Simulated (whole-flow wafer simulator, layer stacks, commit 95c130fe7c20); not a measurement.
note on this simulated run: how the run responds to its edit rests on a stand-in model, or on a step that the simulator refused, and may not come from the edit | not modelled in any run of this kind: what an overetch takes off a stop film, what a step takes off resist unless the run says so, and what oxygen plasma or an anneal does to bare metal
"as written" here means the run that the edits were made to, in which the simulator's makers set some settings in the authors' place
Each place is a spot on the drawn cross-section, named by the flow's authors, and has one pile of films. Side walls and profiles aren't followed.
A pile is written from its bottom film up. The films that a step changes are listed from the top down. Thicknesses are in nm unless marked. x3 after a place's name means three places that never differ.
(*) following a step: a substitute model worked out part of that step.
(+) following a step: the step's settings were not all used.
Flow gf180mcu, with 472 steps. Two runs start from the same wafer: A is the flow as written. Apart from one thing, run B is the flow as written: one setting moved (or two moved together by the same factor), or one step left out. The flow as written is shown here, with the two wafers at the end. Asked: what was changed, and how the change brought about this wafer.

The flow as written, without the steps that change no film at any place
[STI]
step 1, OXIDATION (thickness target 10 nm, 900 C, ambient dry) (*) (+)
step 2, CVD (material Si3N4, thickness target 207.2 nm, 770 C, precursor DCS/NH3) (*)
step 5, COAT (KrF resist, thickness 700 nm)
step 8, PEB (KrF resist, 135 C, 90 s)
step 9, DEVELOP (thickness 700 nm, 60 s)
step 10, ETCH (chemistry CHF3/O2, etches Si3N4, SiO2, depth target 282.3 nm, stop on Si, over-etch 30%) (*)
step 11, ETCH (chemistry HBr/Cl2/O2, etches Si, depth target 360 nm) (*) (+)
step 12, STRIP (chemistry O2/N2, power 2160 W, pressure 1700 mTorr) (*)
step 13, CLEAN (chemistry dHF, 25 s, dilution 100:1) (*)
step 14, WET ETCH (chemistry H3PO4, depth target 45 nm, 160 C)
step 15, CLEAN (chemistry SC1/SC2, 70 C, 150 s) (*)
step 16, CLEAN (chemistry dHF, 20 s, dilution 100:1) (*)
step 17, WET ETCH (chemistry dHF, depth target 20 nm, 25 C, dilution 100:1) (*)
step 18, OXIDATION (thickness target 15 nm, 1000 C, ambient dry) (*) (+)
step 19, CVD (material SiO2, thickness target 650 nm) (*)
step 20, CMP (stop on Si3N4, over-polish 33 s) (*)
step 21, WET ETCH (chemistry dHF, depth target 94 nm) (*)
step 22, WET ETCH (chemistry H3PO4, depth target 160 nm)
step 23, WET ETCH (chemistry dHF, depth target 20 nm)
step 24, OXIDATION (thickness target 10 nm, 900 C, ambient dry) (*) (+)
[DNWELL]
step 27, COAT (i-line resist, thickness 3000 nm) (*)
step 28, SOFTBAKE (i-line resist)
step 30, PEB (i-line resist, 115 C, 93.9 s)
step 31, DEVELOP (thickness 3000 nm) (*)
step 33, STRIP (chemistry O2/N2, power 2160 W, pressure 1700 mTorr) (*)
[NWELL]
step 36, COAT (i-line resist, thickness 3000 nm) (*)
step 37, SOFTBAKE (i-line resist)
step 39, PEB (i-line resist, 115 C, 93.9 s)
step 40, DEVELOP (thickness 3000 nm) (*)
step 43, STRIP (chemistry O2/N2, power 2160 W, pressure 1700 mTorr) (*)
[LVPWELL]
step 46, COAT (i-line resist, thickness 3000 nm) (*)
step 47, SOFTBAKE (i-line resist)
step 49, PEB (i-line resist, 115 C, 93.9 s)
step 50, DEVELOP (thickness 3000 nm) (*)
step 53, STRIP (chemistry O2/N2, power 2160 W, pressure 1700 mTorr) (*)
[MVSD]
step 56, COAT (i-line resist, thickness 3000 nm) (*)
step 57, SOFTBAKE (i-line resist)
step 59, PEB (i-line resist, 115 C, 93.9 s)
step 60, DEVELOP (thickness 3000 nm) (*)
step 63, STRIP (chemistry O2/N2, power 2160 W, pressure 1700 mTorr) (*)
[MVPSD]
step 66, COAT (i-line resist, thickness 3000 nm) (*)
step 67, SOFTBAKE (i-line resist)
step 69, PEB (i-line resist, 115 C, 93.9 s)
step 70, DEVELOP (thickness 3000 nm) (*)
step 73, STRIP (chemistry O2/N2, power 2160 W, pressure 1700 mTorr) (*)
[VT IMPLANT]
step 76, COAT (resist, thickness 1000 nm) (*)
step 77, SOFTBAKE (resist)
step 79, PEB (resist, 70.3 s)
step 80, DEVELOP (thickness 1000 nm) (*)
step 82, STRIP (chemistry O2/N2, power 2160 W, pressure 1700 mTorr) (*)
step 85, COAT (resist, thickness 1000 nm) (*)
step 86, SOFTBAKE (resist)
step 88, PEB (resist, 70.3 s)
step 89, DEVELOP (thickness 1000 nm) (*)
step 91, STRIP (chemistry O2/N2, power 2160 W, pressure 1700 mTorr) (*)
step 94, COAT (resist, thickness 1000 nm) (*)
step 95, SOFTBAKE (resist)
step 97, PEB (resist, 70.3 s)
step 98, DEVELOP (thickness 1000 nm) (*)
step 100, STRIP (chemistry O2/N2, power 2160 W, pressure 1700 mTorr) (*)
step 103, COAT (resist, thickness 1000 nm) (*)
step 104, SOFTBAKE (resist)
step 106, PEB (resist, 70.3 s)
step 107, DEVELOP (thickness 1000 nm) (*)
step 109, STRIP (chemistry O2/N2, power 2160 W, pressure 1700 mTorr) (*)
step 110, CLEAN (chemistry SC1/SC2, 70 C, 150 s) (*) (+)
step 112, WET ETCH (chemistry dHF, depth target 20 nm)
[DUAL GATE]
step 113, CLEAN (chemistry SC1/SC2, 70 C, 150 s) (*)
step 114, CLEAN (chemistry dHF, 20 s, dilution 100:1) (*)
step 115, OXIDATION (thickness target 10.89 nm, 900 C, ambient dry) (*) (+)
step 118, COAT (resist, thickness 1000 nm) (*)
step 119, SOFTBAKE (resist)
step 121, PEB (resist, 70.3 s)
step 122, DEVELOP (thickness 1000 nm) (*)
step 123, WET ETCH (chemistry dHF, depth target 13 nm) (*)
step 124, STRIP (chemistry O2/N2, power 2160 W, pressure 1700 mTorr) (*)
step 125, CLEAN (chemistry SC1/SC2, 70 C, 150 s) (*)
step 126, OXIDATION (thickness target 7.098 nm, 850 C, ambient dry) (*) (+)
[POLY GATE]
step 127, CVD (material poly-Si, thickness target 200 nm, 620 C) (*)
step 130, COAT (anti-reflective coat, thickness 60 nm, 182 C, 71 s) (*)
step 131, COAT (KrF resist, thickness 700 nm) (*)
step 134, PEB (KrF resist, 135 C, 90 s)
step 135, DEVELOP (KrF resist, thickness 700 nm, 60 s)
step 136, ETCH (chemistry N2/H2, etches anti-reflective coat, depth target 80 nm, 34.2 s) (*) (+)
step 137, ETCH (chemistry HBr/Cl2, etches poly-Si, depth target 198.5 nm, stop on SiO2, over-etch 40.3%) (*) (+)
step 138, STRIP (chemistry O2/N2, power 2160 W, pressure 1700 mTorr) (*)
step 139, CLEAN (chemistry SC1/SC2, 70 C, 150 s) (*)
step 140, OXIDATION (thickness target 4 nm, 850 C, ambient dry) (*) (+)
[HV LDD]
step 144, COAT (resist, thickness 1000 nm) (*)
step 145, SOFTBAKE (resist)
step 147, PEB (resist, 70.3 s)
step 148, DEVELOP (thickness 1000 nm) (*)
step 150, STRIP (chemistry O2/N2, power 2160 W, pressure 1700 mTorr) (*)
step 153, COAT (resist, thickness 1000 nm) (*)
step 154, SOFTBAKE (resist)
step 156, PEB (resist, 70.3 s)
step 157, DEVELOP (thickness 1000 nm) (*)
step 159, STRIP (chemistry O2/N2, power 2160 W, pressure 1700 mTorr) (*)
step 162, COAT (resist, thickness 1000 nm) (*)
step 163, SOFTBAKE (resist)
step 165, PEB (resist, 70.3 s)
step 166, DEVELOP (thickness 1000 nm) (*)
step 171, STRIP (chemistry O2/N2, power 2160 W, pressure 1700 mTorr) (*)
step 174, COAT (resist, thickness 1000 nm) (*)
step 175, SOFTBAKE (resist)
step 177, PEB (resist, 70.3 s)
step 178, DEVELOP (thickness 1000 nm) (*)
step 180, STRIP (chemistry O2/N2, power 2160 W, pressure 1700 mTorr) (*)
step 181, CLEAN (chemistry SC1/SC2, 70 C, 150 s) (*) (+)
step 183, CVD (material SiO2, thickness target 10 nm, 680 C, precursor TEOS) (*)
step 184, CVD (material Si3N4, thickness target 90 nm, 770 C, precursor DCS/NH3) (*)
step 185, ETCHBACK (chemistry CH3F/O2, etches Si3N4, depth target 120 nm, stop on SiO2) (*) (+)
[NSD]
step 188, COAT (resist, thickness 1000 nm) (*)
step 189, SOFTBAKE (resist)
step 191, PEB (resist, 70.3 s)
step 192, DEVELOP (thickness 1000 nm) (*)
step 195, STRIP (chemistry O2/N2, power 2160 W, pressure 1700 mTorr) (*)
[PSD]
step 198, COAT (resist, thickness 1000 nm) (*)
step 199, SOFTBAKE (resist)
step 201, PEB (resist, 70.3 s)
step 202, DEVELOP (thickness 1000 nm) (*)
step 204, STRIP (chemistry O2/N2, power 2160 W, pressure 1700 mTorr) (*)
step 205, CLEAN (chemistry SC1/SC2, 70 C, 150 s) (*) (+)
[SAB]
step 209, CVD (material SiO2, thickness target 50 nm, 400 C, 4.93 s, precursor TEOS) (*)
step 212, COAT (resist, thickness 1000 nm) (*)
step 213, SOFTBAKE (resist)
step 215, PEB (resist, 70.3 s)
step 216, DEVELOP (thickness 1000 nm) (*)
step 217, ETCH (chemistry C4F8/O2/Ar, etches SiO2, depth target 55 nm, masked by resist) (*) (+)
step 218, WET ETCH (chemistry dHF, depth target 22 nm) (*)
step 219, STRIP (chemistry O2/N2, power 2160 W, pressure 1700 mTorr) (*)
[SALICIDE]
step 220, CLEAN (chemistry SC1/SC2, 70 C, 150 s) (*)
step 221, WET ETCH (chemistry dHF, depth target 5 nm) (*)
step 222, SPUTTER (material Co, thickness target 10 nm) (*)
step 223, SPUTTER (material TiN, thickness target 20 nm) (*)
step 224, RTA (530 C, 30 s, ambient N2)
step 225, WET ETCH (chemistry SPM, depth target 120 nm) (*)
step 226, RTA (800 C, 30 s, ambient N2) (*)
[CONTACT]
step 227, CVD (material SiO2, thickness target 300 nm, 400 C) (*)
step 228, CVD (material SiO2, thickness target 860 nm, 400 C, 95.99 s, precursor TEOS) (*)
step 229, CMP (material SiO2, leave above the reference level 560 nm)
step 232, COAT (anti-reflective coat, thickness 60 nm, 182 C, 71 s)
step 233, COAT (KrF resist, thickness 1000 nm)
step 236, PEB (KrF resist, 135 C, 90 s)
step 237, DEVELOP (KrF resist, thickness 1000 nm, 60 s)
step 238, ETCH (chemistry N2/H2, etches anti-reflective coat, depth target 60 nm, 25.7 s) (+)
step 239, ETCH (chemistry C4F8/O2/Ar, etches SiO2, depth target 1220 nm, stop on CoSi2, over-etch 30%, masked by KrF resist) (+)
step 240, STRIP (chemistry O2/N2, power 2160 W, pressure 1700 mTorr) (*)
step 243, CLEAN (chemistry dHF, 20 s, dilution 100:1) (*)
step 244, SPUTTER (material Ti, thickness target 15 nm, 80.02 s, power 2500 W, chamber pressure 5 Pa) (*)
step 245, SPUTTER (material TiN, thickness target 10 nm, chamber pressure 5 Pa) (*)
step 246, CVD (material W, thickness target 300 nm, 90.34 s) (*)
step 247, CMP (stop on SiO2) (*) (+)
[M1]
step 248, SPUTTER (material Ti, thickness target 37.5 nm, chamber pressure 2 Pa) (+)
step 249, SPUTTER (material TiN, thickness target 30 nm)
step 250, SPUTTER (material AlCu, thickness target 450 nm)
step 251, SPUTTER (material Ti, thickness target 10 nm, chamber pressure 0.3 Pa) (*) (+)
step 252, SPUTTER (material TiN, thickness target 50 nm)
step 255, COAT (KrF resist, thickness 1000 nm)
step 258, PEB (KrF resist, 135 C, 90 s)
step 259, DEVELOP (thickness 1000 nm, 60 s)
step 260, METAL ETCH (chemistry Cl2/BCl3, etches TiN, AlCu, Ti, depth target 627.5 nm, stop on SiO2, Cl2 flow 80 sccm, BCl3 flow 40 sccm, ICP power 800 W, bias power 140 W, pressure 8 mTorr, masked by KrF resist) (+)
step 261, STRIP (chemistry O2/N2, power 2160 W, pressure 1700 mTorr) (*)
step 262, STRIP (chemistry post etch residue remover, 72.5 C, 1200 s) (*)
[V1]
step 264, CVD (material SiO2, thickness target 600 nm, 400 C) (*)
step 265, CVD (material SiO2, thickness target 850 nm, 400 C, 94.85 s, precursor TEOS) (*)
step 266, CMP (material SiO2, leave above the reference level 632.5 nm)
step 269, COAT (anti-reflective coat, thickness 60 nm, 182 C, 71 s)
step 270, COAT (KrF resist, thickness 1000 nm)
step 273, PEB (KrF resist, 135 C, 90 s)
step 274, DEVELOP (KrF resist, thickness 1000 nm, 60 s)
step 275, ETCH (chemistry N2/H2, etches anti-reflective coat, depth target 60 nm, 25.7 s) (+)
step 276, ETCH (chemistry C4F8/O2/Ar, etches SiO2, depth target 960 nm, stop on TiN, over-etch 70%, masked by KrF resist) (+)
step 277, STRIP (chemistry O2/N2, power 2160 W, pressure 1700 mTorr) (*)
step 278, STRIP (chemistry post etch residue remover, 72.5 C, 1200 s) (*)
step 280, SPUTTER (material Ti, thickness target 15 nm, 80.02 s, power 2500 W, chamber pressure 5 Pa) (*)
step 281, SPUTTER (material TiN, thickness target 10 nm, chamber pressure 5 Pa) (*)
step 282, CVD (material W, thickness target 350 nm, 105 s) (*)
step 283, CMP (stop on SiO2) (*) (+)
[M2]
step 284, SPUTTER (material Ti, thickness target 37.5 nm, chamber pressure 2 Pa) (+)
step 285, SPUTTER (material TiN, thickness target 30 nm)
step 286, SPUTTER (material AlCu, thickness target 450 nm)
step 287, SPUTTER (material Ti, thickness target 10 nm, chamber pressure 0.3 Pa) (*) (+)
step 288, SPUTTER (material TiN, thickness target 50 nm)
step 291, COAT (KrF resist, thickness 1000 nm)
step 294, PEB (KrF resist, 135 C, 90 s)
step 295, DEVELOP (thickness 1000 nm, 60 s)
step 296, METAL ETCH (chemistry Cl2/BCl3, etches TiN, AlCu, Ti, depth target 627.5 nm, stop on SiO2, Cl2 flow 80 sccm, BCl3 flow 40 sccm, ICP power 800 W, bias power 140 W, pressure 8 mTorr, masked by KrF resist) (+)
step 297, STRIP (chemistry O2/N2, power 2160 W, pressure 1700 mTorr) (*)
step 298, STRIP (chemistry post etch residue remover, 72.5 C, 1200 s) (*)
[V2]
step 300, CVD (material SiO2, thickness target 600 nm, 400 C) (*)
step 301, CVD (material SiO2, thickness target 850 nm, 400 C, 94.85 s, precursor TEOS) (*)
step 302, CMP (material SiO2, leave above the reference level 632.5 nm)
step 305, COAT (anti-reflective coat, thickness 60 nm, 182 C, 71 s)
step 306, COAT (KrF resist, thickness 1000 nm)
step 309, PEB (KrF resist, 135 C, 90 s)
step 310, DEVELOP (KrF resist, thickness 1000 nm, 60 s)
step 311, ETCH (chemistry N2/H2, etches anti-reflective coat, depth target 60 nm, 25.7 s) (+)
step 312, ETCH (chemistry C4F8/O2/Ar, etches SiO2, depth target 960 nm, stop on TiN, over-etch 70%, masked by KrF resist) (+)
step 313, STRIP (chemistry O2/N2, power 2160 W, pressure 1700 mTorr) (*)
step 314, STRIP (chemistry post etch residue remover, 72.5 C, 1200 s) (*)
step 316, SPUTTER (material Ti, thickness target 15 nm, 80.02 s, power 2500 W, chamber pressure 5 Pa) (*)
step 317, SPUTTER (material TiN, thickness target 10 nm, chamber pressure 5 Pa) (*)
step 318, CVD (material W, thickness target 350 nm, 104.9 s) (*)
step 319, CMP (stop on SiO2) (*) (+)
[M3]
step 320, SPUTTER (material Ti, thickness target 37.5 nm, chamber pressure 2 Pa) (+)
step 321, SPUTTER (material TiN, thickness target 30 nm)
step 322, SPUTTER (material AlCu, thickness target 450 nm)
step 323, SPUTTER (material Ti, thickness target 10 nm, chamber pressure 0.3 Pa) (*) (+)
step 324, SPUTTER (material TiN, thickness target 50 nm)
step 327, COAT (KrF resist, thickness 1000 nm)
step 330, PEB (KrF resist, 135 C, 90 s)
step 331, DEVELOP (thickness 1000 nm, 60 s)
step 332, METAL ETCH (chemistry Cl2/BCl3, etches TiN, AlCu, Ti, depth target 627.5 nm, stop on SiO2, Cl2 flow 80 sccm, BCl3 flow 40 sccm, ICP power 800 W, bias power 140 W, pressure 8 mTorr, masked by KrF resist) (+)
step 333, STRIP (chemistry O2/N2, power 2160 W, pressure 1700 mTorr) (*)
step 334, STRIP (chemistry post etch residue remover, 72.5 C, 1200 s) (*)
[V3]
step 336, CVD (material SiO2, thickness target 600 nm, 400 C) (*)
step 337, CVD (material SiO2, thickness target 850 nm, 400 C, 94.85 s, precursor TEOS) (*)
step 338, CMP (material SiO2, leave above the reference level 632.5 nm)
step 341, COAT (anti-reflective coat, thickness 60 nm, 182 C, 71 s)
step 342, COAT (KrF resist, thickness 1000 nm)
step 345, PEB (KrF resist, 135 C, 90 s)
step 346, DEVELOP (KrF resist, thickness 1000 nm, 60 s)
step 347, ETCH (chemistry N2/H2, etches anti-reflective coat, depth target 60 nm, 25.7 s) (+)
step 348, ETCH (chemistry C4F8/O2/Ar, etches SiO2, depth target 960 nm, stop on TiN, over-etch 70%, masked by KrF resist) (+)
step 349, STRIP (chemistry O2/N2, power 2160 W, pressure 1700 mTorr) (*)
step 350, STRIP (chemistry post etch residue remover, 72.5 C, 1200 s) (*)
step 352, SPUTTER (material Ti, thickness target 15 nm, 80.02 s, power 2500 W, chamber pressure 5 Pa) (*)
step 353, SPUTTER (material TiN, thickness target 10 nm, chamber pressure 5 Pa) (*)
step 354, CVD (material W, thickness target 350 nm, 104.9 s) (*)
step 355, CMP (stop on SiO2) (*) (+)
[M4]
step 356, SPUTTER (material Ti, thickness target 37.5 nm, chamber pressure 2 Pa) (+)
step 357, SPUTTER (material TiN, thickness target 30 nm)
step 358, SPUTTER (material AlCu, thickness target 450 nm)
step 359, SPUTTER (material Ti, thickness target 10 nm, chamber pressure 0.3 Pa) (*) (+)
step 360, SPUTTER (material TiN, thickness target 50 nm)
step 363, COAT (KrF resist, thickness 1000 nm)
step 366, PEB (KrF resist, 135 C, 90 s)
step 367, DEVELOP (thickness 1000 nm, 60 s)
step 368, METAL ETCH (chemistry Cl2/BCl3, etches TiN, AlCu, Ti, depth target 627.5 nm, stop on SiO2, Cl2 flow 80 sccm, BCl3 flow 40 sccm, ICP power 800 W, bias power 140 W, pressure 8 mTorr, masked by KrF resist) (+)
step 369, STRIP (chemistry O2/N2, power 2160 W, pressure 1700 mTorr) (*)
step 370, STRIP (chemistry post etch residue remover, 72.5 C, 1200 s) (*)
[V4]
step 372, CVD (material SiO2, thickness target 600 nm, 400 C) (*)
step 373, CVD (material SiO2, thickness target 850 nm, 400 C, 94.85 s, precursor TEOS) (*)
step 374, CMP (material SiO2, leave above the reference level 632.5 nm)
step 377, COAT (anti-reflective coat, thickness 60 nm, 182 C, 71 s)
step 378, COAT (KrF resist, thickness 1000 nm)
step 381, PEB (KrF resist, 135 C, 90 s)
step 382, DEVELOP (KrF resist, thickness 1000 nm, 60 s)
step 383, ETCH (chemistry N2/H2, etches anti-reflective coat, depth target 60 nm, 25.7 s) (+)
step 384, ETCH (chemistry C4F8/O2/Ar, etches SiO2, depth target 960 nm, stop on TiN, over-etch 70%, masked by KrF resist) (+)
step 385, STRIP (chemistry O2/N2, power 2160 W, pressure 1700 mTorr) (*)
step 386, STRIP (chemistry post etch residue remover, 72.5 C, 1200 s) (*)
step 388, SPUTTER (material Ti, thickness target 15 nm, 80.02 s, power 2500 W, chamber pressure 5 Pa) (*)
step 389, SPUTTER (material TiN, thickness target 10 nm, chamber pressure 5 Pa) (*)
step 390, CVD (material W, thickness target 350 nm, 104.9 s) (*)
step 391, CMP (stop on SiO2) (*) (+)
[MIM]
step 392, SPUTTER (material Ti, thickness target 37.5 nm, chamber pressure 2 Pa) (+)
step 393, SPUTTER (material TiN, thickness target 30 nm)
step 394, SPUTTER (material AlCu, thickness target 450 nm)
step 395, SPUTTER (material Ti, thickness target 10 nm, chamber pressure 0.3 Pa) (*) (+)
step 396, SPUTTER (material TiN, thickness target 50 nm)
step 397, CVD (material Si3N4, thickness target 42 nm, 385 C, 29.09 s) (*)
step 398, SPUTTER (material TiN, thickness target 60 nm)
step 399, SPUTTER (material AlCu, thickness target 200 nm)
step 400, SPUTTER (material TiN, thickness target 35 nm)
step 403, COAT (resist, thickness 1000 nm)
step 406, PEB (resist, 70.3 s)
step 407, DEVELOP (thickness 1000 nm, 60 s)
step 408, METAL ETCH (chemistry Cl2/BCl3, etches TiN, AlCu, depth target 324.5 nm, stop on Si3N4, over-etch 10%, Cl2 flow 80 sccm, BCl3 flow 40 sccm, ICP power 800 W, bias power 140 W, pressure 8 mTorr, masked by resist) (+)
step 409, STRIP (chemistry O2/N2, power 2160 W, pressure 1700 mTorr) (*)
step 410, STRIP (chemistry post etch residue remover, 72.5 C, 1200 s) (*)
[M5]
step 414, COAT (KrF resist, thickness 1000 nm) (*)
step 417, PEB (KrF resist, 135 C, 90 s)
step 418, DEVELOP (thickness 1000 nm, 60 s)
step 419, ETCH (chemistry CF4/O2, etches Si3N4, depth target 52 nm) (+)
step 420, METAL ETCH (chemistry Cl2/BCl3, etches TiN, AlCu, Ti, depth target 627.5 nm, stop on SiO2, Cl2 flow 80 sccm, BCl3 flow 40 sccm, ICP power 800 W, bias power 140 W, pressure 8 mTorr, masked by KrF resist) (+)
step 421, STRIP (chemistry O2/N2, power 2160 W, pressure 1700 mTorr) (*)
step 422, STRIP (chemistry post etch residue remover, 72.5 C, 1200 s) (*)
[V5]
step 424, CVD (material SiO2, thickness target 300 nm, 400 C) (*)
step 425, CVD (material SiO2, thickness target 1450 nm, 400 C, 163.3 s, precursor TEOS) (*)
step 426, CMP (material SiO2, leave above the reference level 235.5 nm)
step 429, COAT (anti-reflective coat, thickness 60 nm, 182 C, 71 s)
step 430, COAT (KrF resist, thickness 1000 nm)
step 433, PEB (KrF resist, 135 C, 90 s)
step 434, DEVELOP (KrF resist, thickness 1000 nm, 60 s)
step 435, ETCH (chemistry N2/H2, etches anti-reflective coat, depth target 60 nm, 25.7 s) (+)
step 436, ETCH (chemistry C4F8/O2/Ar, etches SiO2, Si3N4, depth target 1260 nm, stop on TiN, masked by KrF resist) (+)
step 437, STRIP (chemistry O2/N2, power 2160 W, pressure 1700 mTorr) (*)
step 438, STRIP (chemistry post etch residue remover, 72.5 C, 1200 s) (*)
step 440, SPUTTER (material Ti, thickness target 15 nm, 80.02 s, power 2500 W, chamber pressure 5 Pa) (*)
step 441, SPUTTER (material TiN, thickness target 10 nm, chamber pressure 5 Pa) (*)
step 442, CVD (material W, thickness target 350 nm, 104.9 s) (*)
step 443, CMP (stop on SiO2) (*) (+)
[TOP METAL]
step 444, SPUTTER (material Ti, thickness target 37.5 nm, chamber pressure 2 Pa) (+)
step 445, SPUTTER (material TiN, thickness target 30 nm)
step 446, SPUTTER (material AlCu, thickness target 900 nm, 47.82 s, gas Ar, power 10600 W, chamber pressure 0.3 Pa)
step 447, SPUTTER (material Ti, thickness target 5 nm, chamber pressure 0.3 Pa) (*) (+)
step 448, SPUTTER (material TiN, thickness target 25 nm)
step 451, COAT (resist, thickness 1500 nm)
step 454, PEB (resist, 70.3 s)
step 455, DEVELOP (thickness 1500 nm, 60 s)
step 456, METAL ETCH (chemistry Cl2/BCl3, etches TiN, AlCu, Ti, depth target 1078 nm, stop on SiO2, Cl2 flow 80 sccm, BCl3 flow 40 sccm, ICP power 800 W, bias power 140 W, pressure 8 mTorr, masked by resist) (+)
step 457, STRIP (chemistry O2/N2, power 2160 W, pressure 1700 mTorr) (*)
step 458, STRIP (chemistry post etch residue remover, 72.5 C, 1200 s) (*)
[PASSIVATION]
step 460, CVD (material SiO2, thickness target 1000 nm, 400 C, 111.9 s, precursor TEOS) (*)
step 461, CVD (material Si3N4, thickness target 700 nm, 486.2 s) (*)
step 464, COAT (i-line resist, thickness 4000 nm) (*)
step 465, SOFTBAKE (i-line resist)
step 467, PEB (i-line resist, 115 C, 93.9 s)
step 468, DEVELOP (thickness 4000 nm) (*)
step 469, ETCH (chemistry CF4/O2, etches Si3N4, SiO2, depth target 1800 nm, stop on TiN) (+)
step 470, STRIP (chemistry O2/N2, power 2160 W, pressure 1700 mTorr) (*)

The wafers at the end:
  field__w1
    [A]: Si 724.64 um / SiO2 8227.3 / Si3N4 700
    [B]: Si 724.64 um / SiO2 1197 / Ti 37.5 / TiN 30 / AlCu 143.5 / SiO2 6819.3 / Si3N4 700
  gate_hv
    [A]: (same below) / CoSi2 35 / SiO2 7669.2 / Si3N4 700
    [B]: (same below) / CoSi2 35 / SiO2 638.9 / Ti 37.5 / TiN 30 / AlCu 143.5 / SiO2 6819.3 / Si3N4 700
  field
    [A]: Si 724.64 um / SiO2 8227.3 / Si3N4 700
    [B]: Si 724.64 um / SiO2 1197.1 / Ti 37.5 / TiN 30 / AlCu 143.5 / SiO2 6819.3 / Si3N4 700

Cause: step 260, METAL ETCH: depth target 360.8 nm was run, while the flow as written has depth target 627.5 nm.

Step by step, how the change led to this:
  step 260, METAL ETCH (chemistry Cl2/BCl3, etches TiN, AlCu, Ti, depth target 627.5 nm, stop on SiO2, Cl2 flow 80 sccm, BCl3 flow 40 sccm, ICP power 800 W, bias power 140 W, pressure 8 mTorr, masked by KrF resist) (+)
      field, field__w1, field__w2 and 99 more: A -50 TiN (all of it), -10 Ti (all of it), -450 AlCu (all of it), -30 TiN (all of it), -37.5 Ti (all of it) | B -50 TiN (all of it), -10 Ti (all of it), -300.8 AlCu
      field__w8, contact, m1 and 6 more: A -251 KrF resist | B -144.3 KrF resist
  step 261, STRIP (chemistry O2/N2, power 2160 W, pressure 1700 mTorr) (*)
      field__w8, contact, m1 and 6 more: A -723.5 KrF resist (all of it) | B -830.2 KrF resist (all of it)
  step 262, STRIP (chemistry post etch residue remover, 72.5 C, 1200 s) (*)
      field, field__w1, field__w2 and 99 more: A nothing | B -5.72 AlCu
  step 264, CVD (material SiO2, thickness target 600 nm, 400 C) (*)
      field, field__w1, field__w2 and 99 more: A +600 SiO2 | B +600 SiO2 (new film)
  step 266, CMP (material SiO2, leave above the reference level 632.5 nm)
      field, field__w1, field__w2 and 99 more: A -300 SiO2 | B -511 SiO2
With metal films that touch counted as one body, field__w1 has 1 body; the flow as written gives 0 bodies.
With metal films that touch counted as one body, gate_hv has 2 bodies (between them, from the top down: SiO2 638.9); the flow as written gives 1 body.
With metal films that touch counted as one body, field has 1 body; the flow as written gives 0 bodies.
